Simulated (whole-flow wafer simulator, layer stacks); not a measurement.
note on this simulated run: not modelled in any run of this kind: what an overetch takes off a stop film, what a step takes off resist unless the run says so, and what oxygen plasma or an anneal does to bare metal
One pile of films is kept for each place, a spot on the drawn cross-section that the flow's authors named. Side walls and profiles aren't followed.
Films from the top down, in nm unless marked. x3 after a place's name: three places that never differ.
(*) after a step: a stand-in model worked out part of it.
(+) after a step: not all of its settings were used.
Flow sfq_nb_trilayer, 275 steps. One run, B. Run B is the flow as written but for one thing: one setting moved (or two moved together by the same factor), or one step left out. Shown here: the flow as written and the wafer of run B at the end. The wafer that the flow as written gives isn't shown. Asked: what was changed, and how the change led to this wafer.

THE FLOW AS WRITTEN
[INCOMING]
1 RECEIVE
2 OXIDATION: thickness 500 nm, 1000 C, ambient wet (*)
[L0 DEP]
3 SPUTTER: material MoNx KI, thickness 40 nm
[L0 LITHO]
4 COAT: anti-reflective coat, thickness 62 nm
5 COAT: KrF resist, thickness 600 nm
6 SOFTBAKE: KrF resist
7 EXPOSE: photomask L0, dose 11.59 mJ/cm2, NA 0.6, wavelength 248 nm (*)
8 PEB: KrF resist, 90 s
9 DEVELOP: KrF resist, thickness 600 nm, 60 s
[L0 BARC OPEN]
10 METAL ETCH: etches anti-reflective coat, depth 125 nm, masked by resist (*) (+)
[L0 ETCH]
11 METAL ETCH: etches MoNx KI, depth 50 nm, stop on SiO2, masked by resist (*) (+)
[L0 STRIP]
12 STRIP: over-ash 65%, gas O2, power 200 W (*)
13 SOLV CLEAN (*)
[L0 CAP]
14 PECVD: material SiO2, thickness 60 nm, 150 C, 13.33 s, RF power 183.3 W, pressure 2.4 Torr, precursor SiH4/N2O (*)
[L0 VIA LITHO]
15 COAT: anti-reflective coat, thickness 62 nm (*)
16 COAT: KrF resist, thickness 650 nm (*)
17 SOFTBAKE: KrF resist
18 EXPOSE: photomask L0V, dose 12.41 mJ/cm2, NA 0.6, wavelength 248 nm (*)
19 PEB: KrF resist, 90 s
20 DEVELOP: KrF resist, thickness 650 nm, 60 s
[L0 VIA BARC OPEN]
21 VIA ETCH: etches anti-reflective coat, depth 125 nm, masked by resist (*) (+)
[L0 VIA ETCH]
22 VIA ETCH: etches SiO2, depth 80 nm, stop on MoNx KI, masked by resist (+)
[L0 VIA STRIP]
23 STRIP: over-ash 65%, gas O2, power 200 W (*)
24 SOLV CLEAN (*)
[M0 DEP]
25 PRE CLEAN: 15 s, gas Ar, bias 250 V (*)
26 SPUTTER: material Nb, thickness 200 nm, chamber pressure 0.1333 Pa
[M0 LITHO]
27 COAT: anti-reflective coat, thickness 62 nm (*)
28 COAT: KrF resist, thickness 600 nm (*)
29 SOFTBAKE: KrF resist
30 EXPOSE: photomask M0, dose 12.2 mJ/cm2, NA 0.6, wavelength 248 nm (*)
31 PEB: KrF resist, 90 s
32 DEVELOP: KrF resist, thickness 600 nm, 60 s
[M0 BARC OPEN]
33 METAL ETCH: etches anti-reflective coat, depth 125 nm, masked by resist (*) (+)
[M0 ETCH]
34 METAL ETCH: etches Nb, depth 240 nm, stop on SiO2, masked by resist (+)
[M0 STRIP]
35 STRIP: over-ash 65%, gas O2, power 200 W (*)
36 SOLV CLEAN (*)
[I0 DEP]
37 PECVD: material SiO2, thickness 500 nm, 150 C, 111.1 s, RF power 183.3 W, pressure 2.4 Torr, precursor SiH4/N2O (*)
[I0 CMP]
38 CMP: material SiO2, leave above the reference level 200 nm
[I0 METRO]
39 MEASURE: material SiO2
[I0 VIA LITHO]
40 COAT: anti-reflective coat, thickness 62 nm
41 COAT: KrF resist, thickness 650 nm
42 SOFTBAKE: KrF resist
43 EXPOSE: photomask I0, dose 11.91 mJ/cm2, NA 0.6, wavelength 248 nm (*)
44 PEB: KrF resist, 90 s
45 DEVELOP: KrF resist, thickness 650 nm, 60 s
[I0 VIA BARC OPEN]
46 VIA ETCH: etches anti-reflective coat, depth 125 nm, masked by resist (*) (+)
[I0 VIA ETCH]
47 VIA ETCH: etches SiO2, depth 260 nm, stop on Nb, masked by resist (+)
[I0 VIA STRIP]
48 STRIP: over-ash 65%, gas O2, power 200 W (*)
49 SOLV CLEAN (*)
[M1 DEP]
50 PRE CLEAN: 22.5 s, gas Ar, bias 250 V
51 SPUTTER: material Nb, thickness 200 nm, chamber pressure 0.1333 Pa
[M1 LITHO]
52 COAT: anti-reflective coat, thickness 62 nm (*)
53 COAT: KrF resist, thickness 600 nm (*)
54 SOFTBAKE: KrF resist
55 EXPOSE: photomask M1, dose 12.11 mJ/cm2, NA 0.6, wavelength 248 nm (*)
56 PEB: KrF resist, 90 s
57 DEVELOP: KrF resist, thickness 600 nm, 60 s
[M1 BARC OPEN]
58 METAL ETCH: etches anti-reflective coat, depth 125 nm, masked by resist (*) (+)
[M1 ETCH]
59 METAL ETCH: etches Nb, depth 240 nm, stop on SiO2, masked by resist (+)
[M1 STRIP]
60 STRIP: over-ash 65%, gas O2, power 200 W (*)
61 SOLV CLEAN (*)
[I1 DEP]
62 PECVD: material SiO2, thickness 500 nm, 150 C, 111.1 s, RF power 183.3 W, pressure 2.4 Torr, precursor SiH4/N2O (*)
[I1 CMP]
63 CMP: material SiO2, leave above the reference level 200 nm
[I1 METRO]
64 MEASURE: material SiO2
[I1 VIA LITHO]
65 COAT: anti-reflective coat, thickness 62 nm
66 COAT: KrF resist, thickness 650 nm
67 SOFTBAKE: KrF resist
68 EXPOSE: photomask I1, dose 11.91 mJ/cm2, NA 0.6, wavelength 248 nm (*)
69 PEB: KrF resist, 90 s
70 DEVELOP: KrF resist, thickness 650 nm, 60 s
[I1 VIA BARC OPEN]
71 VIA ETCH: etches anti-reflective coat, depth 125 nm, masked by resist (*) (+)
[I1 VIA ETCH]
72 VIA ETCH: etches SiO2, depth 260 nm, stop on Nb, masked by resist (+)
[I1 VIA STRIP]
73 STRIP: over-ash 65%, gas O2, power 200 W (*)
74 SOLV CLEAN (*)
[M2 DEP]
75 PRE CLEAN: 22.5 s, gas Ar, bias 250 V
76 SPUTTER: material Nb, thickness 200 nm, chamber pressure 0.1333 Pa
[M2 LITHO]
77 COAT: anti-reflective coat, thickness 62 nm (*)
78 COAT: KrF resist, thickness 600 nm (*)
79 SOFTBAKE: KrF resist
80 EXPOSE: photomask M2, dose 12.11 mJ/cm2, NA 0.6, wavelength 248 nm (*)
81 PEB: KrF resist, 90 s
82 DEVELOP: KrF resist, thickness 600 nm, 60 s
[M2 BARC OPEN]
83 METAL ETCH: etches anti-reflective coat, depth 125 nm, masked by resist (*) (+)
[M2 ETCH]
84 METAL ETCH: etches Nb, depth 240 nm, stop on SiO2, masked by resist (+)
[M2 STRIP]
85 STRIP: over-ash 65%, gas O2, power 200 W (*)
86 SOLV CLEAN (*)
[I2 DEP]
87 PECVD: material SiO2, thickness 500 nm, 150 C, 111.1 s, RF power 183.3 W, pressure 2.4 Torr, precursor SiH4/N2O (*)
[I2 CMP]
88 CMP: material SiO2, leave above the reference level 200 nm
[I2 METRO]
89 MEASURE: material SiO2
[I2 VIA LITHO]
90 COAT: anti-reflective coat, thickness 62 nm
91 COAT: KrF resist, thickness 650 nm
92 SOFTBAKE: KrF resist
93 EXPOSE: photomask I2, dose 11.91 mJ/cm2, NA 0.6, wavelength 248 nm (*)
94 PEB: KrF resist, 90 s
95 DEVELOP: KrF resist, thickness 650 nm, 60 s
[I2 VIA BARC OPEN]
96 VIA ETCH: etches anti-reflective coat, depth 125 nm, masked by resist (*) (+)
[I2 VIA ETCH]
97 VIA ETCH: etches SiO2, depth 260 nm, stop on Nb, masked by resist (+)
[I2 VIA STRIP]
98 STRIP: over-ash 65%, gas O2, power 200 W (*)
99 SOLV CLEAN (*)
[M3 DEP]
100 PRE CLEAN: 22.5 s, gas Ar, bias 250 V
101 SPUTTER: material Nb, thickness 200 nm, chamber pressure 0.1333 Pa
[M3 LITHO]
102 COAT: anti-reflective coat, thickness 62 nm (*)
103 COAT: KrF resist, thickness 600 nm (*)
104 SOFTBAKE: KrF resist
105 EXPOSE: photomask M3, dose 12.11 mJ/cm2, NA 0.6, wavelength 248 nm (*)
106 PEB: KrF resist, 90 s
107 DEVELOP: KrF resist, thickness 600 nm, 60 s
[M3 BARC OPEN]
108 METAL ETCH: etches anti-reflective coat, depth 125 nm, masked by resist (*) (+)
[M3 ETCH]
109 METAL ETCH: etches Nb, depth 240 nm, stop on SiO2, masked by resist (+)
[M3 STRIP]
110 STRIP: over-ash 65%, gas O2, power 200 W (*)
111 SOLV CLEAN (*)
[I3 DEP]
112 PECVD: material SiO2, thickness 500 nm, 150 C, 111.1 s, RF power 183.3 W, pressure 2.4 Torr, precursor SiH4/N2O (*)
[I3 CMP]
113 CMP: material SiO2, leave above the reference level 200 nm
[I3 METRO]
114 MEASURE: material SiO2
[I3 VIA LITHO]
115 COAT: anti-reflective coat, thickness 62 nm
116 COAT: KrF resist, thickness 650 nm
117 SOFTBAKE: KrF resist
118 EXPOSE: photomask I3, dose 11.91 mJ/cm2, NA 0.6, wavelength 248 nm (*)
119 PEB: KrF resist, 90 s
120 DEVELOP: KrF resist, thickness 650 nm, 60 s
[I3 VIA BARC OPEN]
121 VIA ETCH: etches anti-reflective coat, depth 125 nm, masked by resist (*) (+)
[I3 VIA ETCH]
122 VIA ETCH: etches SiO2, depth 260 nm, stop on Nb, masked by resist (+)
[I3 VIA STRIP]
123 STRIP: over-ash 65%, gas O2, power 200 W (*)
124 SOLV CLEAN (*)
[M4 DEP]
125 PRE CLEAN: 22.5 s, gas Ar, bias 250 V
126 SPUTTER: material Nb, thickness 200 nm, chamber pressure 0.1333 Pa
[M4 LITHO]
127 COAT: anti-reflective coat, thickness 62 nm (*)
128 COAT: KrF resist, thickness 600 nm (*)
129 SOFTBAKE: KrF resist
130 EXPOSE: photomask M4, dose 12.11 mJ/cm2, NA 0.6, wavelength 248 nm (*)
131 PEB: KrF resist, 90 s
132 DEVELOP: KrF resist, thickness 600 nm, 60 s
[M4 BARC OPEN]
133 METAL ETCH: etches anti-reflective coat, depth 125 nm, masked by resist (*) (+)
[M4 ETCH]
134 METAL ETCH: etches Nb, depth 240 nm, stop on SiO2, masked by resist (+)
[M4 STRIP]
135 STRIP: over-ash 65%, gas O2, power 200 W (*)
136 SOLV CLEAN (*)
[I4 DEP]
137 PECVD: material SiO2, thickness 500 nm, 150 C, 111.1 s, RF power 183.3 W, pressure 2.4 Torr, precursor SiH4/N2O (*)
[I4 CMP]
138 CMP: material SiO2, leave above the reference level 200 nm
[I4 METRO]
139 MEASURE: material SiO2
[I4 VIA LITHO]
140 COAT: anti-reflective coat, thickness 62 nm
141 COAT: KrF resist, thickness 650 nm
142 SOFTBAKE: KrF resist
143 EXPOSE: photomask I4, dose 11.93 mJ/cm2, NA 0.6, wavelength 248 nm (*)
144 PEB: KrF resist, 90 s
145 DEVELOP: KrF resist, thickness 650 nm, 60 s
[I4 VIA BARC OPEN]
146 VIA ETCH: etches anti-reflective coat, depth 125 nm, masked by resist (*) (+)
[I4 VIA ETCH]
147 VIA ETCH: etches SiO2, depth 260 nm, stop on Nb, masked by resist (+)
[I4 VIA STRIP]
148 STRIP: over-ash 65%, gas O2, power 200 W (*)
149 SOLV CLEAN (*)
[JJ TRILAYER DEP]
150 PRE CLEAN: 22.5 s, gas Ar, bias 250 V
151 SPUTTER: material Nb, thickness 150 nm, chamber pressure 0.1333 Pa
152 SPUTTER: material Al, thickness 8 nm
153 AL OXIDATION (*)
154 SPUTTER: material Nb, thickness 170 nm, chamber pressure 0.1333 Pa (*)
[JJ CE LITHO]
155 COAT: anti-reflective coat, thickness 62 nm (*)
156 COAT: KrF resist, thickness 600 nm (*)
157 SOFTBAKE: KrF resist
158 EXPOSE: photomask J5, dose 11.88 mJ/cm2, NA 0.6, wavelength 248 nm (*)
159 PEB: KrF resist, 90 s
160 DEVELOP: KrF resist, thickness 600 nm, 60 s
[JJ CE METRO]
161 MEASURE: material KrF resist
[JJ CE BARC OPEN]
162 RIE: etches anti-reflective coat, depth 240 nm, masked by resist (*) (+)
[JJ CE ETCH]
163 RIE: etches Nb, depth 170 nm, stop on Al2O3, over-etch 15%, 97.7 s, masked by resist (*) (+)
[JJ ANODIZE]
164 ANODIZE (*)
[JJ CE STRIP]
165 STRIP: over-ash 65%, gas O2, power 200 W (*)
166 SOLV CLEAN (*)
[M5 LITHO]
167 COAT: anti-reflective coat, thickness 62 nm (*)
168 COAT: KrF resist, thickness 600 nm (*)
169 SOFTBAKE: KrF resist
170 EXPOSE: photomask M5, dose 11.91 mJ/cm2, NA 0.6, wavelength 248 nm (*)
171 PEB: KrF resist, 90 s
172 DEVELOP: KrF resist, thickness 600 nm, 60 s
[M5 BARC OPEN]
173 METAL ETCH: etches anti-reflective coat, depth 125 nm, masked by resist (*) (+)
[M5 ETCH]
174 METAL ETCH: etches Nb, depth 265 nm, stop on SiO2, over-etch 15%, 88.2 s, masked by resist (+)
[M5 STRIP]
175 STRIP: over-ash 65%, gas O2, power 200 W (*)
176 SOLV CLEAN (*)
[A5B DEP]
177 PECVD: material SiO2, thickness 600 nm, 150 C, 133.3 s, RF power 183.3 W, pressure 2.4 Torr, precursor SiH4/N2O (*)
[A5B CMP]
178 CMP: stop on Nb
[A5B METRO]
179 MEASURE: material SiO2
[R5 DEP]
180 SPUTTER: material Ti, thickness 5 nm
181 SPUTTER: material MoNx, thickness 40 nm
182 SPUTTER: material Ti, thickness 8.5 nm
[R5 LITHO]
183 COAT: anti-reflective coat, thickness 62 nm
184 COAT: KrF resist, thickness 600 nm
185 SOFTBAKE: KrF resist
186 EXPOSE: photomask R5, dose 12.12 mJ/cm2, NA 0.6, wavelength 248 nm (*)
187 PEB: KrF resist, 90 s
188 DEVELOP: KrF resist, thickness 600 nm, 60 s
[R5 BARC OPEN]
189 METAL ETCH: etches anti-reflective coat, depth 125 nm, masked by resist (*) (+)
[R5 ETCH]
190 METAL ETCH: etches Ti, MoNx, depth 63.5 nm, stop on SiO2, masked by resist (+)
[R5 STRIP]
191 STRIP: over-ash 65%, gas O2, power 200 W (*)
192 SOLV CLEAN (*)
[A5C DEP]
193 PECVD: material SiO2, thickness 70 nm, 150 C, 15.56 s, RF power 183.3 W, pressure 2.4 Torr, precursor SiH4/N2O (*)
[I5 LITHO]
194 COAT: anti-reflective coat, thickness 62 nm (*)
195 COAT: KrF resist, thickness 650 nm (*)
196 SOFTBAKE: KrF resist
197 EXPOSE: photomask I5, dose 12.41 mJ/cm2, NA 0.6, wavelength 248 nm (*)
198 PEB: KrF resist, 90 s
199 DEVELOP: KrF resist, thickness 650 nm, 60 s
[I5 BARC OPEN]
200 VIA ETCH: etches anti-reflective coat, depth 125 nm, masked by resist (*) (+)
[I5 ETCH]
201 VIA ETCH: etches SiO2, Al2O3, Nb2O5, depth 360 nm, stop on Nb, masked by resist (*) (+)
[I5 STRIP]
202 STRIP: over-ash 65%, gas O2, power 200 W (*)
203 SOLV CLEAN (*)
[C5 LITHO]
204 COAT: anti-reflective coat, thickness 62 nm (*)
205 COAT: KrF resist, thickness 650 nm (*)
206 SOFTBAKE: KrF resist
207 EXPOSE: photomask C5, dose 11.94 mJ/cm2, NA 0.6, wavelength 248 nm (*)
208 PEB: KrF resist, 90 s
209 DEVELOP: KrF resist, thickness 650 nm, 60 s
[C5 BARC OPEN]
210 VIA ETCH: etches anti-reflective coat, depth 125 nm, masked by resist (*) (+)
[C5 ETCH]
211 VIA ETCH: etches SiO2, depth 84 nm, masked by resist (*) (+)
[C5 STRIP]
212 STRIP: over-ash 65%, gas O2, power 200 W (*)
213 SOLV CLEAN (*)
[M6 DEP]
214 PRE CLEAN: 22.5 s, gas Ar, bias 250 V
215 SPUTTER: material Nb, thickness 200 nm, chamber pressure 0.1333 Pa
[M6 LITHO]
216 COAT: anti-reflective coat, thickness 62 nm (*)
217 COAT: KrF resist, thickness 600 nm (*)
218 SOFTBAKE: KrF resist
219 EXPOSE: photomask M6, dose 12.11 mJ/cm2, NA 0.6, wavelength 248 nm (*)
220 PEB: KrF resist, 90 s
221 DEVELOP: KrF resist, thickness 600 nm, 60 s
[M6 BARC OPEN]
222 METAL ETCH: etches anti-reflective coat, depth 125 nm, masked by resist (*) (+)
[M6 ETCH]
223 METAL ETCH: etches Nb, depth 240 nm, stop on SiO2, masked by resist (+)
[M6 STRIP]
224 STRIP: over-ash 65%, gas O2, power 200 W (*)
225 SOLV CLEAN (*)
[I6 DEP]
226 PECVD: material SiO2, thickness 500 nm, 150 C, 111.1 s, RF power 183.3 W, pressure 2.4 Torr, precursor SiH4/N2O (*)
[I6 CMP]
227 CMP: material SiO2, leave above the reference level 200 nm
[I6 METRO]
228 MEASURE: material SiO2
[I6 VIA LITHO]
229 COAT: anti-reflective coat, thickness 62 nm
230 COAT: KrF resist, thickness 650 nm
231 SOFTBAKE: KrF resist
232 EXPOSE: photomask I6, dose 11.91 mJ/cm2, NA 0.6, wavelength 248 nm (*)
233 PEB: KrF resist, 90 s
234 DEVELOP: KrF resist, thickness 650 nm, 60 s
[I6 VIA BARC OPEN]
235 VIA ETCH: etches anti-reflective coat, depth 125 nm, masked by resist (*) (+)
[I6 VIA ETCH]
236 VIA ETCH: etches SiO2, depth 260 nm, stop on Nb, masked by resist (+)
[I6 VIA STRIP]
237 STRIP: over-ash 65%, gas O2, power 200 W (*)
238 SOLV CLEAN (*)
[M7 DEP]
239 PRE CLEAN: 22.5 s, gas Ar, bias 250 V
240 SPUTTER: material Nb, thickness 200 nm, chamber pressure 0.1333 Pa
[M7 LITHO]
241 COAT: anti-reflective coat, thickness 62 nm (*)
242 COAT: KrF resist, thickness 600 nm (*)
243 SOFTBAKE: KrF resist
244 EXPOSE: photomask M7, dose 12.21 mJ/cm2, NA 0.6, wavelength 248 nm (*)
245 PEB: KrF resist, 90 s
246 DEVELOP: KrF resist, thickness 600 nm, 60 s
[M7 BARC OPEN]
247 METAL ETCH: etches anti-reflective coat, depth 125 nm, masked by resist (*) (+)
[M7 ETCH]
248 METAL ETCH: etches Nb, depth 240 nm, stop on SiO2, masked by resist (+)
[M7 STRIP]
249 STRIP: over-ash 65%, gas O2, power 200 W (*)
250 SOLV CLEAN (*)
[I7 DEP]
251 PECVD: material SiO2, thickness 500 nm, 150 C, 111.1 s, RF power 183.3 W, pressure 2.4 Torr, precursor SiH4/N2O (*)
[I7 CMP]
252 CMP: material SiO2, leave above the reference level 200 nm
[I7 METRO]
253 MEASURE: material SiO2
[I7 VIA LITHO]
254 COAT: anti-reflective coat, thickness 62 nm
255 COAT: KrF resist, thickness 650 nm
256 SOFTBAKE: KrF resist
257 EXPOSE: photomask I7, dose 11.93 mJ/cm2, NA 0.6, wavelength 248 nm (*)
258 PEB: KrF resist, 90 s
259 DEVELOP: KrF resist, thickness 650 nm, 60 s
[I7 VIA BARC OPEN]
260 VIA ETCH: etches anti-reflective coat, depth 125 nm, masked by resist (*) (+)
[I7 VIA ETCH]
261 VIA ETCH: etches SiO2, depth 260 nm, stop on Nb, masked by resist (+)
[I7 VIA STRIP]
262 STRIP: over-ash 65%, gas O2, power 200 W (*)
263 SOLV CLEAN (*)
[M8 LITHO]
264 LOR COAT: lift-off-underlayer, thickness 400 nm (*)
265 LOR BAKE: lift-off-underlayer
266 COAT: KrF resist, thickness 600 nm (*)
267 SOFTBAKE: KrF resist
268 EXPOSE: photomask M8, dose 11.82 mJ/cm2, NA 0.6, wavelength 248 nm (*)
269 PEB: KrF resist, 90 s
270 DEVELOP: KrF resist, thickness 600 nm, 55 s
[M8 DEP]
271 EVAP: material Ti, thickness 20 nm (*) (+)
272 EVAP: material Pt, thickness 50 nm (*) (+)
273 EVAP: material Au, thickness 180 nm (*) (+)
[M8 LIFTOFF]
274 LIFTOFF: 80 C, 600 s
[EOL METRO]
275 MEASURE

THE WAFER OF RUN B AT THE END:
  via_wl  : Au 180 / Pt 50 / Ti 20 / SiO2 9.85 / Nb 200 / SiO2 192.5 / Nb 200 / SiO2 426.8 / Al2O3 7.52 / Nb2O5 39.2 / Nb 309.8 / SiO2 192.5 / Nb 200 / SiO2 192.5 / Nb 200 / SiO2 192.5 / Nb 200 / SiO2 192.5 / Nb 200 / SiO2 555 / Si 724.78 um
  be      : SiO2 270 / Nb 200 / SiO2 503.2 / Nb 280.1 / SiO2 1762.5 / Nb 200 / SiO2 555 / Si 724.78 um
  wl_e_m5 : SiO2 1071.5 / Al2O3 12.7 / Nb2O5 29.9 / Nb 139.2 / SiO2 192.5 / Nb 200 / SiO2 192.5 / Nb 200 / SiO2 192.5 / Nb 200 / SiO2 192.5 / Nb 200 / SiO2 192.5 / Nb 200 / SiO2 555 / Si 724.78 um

The cause: step 252, CMP: leave above the reference level 270 nm was run, where the flow has leave above the reference level 200 nm.
It can be read off the wafer: be has SiO2 270, and step 252 as written asks for 200 nm.

How the change led to this, step by step:
  252 CMP: material SiO2, leave above the reference level 200 nm
      field_l, p4_fl, p4_fm and 56 more: SiO2 -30 (as written it would be: SiO2 -100)
      v_sur, via_wl, via_w and 37 more: SiO2 -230 (as written it would be: SiO2 -300)
      (and at 7 more places)
  261 VIA ETCH: etches SiO2, depth 260 nm, stop on Nb, masked by resist (+)
      via_wl, via_w, via_wr: SiO2 -260 (as written it would be: SiO2 -199.8 (all of it))
  264 LOR COAT: lift-off-underlayer, thickness 400 nm (*)
      via_wl, via_wr: lift-off-underlayer +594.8 (new film) (as written it would be: lift-off-underlayer +549.8 (new film))
      v_sur: lift-off-underlayer +360.2 (new film) (as written it would be: lift-off-underlayer +369.4 (new film))
      (and at 1 more place)
  270 DEVELOP: KrF resist, thickness 600 nm, 55 s
      v_sur: KrF resist -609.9 (all of it), lift-off-underlayer -360.2 (all of it) (as written it would be: KrF resist -607.3 (all of it), lift-off-underlayer -369.4 (all of it))
      via_wl: KrF resist -631.4 (all of it), lift-off-underlayer -594.8 (all of it) (as written it would be: KrF resist -623.9 (all of it), lift-off-underlayer -549.8 (all of it))
      (and at 2 more places)
Counting metal films that touch as one body, via_wl has 8 bodies (between them, from the top down: SiO2 9.85; SiO2 192.5; SiO2 426.8 / Al2O3 7.52 / Nb2O5 39.2; SiO2 192.5; SiO2 192.5; SiO2 192.5; SiO2 192.5); the flow as written gives 7 bodies (between them, from the top down: SiO2 192.5; SiO2 426.8 / Al2O3 7.52 / Nb2O5 39.2; SiO2 192.5; SiO2 192.5; SiO2 192.5; SiO2 192.5).
